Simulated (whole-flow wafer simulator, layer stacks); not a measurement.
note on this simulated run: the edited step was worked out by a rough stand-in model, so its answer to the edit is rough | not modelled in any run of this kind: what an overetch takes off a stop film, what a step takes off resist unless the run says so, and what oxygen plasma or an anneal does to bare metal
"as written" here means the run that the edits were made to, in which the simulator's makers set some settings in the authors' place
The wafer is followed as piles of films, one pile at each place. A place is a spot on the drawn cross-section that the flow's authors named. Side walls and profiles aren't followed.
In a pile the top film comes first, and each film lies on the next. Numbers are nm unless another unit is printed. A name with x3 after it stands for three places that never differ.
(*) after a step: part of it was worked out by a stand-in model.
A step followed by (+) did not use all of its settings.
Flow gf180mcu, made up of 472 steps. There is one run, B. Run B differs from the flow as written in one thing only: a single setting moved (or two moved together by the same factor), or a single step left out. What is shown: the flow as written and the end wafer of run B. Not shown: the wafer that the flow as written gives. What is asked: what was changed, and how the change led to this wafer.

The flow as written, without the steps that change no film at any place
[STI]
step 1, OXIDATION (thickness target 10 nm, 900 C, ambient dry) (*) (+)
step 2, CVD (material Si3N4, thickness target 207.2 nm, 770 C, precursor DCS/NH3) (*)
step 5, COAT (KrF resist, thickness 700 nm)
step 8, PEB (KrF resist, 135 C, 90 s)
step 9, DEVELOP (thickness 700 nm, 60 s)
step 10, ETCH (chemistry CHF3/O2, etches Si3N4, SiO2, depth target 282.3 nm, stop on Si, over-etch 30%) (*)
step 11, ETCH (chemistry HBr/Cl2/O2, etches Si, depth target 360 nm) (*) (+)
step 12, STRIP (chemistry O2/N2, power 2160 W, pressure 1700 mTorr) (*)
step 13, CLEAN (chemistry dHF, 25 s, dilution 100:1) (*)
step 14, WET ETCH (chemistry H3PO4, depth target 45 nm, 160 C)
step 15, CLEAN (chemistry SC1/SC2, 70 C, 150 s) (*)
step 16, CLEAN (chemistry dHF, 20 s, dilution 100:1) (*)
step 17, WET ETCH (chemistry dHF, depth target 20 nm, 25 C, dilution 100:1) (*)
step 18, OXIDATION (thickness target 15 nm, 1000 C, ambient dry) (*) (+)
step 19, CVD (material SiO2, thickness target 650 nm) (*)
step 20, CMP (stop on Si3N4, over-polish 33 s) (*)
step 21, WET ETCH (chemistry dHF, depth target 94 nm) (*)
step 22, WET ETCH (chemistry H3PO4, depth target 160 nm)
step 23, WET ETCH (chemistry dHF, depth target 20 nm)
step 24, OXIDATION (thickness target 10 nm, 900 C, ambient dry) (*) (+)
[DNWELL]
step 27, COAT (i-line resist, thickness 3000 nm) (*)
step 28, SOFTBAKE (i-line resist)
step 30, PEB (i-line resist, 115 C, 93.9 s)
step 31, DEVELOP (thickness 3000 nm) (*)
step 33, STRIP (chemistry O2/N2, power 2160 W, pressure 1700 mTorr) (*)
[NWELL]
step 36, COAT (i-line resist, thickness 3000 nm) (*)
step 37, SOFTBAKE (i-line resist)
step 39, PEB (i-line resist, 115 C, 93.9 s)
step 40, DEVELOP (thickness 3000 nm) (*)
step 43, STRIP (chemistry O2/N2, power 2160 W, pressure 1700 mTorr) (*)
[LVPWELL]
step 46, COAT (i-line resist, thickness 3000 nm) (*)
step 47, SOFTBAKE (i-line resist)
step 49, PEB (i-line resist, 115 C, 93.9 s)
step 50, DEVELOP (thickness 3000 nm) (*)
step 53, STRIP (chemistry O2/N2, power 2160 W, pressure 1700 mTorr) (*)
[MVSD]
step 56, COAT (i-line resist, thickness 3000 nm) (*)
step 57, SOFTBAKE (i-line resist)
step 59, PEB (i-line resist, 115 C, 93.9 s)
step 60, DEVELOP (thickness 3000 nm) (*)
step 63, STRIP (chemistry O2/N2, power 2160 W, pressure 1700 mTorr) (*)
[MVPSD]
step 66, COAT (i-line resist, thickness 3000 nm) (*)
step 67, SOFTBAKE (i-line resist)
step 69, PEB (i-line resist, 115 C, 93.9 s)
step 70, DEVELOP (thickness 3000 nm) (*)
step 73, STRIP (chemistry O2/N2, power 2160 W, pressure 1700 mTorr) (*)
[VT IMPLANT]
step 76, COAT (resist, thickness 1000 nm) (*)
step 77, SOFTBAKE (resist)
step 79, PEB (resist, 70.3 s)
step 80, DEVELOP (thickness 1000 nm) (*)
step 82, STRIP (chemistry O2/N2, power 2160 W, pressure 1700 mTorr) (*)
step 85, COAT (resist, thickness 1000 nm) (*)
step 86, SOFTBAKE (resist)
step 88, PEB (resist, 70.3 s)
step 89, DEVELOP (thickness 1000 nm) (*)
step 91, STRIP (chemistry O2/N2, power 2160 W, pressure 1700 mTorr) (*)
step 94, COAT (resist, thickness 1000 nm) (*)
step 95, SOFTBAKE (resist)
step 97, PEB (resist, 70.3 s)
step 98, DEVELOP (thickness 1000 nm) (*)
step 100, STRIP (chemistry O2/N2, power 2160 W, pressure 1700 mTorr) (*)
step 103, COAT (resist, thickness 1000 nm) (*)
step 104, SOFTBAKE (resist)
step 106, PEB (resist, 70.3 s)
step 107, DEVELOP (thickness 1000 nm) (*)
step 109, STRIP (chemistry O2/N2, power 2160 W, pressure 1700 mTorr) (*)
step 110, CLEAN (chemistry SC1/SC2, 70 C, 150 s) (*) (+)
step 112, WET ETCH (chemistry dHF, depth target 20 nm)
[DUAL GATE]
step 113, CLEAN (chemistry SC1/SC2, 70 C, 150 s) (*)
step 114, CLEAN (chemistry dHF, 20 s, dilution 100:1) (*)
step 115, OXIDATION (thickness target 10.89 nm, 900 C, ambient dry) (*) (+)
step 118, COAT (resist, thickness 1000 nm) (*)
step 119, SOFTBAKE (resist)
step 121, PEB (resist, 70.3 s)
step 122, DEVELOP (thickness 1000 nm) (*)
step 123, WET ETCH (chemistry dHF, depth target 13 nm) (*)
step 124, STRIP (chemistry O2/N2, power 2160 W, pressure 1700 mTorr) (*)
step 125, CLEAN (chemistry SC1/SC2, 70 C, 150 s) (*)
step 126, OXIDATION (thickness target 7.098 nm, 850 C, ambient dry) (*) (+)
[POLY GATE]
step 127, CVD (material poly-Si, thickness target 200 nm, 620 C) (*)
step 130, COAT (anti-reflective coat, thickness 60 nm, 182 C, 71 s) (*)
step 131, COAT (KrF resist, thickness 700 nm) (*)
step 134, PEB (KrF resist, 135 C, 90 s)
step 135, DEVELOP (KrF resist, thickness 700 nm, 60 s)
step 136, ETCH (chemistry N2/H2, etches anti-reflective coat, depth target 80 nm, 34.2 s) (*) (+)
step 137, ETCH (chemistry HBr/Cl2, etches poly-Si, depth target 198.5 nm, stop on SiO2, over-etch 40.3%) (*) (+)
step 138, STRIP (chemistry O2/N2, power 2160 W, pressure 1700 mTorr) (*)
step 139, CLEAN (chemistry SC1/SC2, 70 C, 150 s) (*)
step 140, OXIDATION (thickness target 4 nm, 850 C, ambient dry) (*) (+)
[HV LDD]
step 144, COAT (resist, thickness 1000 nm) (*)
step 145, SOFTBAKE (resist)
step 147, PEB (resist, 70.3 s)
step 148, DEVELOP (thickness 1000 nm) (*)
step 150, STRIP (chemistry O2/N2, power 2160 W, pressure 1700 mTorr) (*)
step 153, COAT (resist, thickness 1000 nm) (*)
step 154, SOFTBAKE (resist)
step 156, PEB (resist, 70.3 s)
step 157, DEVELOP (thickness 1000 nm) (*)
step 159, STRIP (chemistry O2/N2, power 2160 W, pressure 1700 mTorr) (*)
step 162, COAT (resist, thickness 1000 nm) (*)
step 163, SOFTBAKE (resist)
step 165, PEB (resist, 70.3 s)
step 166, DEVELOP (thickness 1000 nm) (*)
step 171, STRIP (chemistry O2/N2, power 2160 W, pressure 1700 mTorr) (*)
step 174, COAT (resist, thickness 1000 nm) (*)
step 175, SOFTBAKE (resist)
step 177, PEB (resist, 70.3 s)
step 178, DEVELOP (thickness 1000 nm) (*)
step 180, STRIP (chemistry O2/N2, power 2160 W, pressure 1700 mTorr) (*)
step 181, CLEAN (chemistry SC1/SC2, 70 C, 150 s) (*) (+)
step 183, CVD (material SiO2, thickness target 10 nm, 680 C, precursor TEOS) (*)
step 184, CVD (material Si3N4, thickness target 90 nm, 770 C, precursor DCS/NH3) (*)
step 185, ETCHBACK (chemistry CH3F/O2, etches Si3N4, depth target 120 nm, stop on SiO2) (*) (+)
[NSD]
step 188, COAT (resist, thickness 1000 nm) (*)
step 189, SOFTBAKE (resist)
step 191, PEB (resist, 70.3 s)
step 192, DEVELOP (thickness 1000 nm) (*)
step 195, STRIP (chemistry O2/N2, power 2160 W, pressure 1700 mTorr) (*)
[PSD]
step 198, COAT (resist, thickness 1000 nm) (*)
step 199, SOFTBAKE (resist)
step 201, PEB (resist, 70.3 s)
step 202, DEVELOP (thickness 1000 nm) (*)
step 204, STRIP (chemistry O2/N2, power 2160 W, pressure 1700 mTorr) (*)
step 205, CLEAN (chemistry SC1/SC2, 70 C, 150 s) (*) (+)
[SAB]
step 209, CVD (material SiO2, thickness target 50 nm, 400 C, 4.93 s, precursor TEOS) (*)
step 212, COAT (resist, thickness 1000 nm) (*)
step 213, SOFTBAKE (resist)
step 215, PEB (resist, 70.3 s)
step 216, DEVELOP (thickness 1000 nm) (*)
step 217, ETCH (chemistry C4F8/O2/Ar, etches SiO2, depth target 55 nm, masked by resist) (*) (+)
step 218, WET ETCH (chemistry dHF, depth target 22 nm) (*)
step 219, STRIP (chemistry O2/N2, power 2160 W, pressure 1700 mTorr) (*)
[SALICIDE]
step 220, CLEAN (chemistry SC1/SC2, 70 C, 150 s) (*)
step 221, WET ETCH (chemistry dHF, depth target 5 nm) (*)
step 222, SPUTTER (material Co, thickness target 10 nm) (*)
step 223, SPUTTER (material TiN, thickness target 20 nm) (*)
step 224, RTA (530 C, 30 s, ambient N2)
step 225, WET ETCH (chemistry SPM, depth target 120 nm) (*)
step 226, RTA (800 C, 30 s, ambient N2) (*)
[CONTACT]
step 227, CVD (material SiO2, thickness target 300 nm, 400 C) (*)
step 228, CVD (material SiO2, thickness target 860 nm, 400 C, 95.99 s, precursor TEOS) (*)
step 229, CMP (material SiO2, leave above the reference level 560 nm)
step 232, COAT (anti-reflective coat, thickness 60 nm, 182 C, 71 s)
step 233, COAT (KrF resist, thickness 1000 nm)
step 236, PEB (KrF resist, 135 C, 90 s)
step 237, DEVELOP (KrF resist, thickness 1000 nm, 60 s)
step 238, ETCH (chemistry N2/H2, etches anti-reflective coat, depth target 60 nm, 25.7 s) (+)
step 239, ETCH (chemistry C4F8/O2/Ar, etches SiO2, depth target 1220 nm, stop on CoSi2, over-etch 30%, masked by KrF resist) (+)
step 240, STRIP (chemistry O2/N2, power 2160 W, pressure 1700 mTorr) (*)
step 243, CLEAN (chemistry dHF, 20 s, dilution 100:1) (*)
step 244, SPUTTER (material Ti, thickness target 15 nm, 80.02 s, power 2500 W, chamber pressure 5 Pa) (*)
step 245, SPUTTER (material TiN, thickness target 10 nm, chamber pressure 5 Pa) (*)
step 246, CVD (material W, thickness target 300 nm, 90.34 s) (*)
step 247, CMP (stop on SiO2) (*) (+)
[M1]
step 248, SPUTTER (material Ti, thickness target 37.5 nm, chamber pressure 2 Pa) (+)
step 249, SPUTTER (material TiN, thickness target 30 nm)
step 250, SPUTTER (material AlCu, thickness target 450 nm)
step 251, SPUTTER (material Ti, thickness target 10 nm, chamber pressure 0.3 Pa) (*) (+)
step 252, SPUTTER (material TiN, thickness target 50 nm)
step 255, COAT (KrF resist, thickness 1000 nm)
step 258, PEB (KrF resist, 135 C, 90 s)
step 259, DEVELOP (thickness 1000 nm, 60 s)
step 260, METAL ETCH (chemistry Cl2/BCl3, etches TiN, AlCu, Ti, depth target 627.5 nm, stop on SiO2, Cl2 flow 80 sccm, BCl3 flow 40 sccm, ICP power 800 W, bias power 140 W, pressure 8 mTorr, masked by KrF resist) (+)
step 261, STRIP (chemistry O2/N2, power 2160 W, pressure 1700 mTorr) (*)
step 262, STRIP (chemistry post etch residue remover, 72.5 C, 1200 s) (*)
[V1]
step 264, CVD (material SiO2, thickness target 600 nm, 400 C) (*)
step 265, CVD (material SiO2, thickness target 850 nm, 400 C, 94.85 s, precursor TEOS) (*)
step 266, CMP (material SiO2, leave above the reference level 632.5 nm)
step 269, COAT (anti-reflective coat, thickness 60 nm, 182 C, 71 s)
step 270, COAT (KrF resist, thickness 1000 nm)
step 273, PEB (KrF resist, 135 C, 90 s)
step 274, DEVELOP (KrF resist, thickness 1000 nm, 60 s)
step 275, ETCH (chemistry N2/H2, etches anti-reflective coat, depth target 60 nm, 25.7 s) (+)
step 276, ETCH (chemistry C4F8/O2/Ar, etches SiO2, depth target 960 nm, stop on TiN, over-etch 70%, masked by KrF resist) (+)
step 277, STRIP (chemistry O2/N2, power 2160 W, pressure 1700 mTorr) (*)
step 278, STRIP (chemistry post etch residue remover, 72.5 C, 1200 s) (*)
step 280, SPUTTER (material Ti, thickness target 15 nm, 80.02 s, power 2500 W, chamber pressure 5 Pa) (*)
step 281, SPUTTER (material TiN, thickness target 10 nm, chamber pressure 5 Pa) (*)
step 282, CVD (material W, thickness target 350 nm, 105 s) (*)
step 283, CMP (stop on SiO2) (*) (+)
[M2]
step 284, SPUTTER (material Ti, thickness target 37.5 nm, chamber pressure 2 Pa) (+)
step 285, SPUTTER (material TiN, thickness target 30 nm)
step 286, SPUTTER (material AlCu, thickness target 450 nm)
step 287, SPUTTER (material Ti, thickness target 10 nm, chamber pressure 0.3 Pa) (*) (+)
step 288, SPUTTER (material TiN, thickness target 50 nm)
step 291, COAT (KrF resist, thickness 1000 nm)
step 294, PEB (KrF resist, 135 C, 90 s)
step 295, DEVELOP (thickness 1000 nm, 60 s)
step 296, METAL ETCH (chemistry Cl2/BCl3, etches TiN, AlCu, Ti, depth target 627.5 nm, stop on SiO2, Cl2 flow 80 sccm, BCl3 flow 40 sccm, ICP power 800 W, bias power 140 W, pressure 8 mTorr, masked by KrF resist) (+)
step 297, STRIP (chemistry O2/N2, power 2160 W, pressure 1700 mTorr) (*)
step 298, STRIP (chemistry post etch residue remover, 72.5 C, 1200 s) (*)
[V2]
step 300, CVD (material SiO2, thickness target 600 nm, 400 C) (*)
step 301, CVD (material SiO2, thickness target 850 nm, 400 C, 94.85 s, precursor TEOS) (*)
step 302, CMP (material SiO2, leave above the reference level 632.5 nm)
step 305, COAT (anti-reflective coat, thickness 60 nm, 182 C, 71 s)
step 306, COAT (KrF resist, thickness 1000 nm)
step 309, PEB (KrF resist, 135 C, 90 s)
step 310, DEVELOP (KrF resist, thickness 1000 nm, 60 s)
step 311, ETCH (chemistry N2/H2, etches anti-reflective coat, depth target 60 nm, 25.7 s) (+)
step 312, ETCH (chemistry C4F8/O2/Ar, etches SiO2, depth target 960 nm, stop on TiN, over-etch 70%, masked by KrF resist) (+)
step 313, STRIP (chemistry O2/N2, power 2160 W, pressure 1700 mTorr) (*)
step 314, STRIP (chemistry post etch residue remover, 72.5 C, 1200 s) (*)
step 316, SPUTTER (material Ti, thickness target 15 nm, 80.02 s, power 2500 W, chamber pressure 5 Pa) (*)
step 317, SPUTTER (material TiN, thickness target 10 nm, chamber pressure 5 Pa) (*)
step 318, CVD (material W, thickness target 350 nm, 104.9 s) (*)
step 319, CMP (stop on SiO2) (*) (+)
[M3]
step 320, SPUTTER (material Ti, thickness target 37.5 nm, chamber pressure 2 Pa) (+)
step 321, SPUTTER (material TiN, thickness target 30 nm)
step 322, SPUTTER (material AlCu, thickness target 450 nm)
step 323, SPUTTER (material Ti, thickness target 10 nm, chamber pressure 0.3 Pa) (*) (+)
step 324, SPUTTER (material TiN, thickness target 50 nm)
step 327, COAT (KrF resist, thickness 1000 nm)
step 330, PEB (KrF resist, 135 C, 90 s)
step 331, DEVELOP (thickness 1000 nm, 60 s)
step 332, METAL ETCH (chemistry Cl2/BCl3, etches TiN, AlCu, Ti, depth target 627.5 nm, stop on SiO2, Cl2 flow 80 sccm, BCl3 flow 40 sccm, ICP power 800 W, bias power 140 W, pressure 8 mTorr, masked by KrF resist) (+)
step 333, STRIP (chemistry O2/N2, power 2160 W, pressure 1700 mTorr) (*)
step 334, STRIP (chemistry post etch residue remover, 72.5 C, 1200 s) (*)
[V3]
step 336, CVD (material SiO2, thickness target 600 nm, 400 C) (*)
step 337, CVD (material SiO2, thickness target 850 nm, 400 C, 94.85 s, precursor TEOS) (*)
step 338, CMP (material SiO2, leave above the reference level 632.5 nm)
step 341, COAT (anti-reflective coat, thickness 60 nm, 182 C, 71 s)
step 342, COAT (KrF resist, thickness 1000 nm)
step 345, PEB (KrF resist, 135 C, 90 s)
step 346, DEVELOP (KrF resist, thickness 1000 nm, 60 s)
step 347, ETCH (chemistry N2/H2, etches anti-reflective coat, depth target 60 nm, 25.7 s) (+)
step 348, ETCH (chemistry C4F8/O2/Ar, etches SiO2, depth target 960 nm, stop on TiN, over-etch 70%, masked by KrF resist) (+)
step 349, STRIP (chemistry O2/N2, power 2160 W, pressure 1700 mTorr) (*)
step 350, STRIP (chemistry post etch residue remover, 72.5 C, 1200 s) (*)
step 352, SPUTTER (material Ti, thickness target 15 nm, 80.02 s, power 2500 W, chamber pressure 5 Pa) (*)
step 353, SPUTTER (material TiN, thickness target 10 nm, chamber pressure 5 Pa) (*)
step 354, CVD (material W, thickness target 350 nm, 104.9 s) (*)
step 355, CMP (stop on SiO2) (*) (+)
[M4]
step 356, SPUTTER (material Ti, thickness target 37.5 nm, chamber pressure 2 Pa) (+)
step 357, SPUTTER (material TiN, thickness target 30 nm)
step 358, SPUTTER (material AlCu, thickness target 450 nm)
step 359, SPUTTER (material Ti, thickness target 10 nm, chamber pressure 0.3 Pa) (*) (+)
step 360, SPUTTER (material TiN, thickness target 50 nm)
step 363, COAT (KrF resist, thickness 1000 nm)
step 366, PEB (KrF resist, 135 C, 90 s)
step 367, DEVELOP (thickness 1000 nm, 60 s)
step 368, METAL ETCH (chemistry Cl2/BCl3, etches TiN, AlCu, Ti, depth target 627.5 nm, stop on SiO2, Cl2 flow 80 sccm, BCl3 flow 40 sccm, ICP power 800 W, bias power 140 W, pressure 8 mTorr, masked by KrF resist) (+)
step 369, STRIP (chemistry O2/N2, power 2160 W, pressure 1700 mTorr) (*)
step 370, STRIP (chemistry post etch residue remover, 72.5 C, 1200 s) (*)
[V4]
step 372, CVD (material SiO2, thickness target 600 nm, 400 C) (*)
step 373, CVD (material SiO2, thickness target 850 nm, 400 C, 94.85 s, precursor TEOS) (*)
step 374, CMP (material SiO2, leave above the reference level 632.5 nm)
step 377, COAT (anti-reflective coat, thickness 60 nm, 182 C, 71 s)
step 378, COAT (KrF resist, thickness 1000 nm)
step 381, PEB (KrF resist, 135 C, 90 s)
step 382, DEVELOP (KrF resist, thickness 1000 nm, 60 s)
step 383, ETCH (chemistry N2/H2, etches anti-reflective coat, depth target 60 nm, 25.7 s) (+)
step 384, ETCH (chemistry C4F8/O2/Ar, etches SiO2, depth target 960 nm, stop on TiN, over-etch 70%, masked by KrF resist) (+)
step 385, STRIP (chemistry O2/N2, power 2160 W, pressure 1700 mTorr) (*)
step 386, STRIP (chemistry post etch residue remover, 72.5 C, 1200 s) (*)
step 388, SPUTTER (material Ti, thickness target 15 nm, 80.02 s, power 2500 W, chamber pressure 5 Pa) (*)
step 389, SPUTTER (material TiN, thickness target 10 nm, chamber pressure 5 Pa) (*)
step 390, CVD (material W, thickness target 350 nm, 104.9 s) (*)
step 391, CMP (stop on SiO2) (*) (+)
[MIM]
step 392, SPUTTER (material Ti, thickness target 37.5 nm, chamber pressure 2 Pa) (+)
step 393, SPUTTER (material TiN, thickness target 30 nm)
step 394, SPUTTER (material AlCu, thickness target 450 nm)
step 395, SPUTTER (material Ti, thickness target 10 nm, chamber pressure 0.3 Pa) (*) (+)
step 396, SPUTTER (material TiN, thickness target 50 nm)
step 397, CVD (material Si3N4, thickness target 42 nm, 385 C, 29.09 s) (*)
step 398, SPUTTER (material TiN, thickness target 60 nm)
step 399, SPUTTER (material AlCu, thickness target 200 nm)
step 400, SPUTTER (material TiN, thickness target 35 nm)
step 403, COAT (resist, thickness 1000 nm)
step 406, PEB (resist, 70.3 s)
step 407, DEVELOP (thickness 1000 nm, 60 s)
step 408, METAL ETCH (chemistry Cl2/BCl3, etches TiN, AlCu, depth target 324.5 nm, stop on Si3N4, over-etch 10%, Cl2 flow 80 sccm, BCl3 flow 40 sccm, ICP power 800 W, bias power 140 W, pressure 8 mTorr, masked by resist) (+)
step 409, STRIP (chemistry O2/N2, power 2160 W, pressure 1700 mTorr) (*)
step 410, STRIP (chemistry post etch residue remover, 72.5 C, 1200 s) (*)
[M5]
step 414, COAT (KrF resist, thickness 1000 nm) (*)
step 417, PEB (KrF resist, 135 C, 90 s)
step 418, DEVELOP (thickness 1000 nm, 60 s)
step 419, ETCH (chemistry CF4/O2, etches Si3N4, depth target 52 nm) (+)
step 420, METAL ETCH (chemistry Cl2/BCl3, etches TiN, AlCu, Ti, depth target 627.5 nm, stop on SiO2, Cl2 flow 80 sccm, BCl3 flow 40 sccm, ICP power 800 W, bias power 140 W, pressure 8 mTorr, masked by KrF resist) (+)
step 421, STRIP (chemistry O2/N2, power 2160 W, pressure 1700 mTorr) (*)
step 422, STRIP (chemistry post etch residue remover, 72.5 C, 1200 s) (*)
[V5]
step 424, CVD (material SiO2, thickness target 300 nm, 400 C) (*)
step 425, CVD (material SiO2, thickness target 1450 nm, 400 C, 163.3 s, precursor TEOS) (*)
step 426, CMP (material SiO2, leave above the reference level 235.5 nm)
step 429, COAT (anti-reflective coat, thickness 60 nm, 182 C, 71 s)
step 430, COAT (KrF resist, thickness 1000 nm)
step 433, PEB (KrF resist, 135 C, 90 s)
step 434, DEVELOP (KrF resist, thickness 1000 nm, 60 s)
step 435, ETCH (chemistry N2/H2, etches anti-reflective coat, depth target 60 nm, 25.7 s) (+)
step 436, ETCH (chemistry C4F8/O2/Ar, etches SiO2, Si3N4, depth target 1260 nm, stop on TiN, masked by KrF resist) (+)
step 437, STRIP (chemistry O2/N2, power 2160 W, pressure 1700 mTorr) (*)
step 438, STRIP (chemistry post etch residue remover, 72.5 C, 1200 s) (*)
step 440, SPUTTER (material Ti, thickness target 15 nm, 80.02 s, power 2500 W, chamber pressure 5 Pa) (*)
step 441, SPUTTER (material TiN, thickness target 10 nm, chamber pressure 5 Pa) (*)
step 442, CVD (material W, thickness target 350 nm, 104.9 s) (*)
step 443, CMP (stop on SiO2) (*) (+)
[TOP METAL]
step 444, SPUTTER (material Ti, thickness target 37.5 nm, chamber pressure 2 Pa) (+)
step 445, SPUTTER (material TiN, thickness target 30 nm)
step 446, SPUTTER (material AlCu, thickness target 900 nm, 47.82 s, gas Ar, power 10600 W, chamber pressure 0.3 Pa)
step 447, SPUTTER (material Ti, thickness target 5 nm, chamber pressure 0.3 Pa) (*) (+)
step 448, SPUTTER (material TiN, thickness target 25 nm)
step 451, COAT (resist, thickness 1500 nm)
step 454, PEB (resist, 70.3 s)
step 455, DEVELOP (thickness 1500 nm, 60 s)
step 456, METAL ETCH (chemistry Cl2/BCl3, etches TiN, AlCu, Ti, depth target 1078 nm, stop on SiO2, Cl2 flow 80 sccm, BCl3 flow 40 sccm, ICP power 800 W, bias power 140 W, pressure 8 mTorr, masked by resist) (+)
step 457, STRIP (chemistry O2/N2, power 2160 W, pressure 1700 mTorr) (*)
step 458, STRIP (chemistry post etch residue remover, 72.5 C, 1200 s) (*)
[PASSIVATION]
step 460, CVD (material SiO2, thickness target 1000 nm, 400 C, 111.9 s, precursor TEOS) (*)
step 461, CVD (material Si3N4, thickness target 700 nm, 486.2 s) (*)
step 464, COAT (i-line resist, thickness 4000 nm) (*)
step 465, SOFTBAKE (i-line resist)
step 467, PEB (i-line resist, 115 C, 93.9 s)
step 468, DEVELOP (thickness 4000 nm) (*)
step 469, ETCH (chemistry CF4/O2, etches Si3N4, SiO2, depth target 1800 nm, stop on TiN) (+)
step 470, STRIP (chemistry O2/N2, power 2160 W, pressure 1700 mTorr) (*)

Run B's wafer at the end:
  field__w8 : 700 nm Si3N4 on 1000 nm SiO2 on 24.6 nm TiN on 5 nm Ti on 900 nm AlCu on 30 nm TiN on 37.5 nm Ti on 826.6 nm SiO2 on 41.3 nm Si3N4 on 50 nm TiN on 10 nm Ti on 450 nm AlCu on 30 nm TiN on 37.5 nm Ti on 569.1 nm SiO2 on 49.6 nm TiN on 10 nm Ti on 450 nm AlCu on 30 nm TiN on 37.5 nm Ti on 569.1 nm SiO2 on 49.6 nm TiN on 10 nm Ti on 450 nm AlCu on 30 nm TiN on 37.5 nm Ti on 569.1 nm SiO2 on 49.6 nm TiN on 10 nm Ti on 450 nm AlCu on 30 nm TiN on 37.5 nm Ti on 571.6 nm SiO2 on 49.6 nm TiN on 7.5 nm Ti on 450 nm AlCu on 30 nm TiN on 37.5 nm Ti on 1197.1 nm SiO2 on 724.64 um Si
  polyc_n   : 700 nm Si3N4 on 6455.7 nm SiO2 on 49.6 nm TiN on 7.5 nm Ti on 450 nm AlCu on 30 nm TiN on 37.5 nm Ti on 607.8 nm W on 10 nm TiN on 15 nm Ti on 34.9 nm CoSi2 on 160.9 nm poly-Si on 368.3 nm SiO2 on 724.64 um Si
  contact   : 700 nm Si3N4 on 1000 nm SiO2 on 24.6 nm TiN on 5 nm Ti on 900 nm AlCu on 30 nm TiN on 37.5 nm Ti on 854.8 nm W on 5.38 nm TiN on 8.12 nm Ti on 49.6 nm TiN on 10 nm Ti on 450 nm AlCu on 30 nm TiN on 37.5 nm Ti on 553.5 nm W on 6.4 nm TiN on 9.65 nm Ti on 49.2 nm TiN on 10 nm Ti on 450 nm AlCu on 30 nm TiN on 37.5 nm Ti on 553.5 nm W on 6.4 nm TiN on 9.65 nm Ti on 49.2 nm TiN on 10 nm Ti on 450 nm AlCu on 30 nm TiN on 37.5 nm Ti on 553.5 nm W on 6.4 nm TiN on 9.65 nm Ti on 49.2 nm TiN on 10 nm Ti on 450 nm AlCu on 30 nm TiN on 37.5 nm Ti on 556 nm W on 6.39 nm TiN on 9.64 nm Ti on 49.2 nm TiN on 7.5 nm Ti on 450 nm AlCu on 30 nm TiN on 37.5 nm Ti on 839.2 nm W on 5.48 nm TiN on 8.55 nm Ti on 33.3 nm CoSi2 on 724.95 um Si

Cause: step 251, SPUTTER: thickness target 7.5 nm was run, whereas the flow has thickness target 10 nm.
One can read it off the wafer: field__w8 has Ti 7.5, and step 251 as written asks for 10 nm.

How this came from the change, step by step:
  step 251, SPUTTER (material Ti, thickness target 10 nm, chamber pressure 0.3 Pa) (*) (+)
      field, field__w1, field__w2 and 108 more: +7.5 Ti (new film) (it would be, as written: +10 Ti (new film))
  step 260, METAL ETCH (chemistry Cl2/BCl3, etches TiN, AlCu, Ti, depth target 627.5 nm, stop on SiO2, Cl2 flow 80 sccm, BCl3 flow 40 sccm, ICP power 800 W, bias power 140 W, pressure 8 mTorr, masked by KrF resist) (+)
      field, field__w1, field__w2 and 99 more: -50 TiN (all of it), -7.5 Ti (all of it), -450 AlCu (all of it), -30 TiN (all of it), -37.5 Ti (all of it) (it would be, as written: -50 TiN (all of it), -10 Ti (all of it), -450 AlCu (all of it), -30 TiN (all of it), -37.5 Ti (all of it))
